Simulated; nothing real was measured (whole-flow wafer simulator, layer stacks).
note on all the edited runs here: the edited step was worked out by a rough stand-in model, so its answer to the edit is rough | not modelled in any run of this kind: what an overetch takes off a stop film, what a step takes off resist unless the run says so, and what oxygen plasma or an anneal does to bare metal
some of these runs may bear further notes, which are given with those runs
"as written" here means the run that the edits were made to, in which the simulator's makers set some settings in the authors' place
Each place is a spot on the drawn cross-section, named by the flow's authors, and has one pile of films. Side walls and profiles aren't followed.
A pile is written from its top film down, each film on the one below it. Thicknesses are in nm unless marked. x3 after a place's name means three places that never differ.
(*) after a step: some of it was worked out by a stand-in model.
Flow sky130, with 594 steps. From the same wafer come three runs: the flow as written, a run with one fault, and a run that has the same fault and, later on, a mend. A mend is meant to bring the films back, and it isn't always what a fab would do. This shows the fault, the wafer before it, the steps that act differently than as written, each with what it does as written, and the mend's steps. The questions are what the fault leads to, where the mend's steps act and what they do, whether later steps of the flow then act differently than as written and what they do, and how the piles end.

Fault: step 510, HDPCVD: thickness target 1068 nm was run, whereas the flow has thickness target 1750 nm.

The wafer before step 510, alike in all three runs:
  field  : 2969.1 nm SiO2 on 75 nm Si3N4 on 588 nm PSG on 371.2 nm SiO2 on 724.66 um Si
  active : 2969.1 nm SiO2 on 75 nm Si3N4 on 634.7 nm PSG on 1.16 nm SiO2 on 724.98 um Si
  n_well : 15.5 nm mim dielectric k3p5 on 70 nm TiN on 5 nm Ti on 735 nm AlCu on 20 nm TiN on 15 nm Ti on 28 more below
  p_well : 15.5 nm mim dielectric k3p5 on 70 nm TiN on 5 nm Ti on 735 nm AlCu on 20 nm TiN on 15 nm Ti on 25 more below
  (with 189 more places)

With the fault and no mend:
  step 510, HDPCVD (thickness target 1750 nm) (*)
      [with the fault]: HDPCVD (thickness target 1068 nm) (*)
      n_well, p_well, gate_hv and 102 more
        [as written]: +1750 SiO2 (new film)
        [with the fault]: +1068 SiO2 (new film)
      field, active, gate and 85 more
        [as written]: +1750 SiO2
        [with the fault]: +1068 SiO2
  Steps further on in the flow that do not act as written (not shown: 22 more steps that differ only slightly, by at most 2% or 0.5 nm, whichever is larger):
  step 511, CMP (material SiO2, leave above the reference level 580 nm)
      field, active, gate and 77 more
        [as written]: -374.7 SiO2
        [with the fault]: nothing
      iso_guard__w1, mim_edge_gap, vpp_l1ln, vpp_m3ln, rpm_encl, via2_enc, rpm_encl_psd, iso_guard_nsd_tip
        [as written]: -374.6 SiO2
        [with the fault]: nothing
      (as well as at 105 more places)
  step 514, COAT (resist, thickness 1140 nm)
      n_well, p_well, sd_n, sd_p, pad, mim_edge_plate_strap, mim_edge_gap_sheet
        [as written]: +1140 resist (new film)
        [with the fault]: +834.6 resist (new film)
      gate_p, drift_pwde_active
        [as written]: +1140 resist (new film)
        [with the fault]: +975.1 resist (new film)
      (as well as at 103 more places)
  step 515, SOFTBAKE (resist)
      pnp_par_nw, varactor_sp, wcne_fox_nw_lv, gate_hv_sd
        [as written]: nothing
        [with the fault]: -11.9 resist
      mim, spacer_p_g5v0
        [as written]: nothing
        [with the fault]: -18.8 resist
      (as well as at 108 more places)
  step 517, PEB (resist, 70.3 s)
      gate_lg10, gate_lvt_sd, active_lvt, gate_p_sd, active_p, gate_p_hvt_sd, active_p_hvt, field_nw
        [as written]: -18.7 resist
        [with the fault]: -19.5 resist
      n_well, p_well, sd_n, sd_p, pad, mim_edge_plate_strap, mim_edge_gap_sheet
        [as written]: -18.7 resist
        [with the fault]: -12.7 resist
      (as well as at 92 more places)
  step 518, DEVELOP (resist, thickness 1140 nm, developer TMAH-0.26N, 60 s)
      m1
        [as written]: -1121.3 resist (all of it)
        [with the fault]: -920.2 resist (all of it)
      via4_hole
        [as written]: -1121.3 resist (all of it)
        [with the fault]: -891.8 resist (all of it)
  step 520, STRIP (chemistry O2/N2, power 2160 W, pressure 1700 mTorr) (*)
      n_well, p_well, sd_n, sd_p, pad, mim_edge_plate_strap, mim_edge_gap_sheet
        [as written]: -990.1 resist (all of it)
        [with the fault]: -690.7 resist (all of it)
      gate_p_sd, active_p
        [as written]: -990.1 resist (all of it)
        [with the fault]: -1034.7 resist (all of it)
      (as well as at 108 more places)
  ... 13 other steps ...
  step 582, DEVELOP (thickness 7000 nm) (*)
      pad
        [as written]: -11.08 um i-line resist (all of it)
        [with the fault]: -11.1 um i-line resist (all of it)
  The piles end different from the flow's at field, active, gate and 87 more by more than 2% or 0.5 nm, whichever is larger.
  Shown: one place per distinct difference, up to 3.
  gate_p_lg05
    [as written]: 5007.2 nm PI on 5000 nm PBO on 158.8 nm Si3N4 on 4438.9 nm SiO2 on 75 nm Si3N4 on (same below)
    [with the fault]: 5005.1 nm PI on 5000 nm PBO on 158.8 nm Si3N4 on 125.2 nm SiO2 on 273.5 nm W on 20 nm TiN on 4037.1 nm SiO2 on 75 nm Si3N4 on (same below)
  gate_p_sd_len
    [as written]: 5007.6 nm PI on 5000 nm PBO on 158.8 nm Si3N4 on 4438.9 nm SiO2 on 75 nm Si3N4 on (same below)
    [with the fault]: 5005.1 nm PI on 5000 nm PBO on 158.8 nm Si3N4 on 125.2 nm SiO2 on 273.5 nm W on 20 nm TiN on 4037.1 nm SiO2 on 75 nm Si3N4 on (same below)
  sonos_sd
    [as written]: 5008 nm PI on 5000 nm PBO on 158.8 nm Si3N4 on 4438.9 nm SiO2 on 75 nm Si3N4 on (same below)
    [with the fault]: 5001.8 nm PI on 5000 nm PBO on 158.8 nm Si3N4 on 125.2 nm SiO2 on 273.5 nm W on 20 nm TiN on 4037.1 nm SiO2 on 75 nm Si3N4 on (same below)

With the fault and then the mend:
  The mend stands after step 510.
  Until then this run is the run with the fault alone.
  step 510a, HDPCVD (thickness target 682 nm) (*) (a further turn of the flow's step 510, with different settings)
      field, active, n_well and 190 more
        +682 SiO2
  Later steps of the flow that are run all act as written at every place that is followed.
  At every place that both follow, the piles at the end match the flow's.
